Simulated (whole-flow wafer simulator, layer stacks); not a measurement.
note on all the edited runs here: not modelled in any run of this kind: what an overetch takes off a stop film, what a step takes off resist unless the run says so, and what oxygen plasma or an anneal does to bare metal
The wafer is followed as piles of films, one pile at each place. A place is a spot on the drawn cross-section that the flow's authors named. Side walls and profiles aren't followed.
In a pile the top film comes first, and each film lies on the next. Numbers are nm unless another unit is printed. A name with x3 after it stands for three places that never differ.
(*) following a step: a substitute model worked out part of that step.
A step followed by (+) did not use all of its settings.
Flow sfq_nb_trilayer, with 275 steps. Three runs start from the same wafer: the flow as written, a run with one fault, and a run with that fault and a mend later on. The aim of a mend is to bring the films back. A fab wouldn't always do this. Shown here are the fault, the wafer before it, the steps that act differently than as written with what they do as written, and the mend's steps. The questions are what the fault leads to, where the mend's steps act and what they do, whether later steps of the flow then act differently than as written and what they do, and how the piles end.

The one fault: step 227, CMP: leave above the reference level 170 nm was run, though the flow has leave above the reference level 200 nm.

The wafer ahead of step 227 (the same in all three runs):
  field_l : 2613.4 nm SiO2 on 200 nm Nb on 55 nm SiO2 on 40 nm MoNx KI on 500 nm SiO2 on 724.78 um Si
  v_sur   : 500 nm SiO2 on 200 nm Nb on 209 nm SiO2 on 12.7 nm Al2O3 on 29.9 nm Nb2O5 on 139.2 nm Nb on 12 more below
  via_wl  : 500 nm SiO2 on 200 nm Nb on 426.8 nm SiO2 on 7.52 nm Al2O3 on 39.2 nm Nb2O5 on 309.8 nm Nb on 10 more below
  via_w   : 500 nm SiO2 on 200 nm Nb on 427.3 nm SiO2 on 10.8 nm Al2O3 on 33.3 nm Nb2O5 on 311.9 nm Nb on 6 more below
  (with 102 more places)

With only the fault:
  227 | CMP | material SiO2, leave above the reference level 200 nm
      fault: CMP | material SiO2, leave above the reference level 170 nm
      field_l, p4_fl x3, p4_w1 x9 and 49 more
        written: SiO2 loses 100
        fault: SiO2 loses 130
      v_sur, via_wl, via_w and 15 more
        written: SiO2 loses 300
        fault: SiO2 loses 330
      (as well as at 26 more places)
  Steps further on in the flow that do not act as written (4 other steps are not shown; they differ only slightly, by no more than 2% or 0.5 nm, whichever is larger):
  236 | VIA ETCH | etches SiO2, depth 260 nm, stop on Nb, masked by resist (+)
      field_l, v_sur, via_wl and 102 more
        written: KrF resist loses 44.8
        fault: KrF resist loses 43.9
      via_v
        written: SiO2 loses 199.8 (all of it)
        fault: SiO2 loses 169.8 (all of it)
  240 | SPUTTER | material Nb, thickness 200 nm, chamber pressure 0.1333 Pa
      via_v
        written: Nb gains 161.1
        fault: Nb gains 168.3
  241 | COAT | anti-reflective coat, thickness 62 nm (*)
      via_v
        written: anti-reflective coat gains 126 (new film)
        fault: anti-reflective coat gains 119.4 (new film)
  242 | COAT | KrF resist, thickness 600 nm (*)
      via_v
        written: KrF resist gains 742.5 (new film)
        fault: KrF resist gains 717 (new film)
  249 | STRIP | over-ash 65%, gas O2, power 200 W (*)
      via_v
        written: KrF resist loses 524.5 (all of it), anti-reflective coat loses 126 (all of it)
        fault: KrF resist loses 499.1 (all of it), anti-reflective coat loses 119.4 (all of it)
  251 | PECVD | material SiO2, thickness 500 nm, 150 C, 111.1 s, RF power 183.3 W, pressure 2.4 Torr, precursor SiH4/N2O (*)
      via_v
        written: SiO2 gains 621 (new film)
        fault: SiO2 gains 583.7 (new film)
  At v_sur, via_wl, via_w and 80 more, the piles at the end differ from the flow's by more than 2% or 0.5 nm, whichever is larger.
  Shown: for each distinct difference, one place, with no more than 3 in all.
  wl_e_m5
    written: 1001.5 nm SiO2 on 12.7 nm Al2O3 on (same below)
    fault: 971.5 nm SiO2 on 12.7 nm Al2O3 on (same below)
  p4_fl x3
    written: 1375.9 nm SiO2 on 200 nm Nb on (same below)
    fault: 1345.9 nm SiO2 on 200 nm Nb on (same below)
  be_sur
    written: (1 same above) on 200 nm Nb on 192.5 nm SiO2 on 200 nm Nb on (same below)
    fault: (1 same above) on 200 nm Nb on 162.5 nm SiO2 on 200 nm Nb on (same below)

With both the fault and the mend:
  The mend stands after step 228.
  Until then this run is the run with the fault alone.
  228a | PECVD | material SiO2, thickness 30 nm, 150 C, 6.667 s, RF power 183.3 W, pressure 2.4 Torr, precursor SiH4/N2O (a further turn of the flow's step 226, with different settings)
      field_l, v_sur, via_wl and 103 more
        SiO2 gains 30
  Later steps of the flow that are run all act as written at every place that is followed, up to a difference of at most 2% or 0.5 nm, whichever is larger.
  By the end, the piles equal the flow's at every place that both follow.
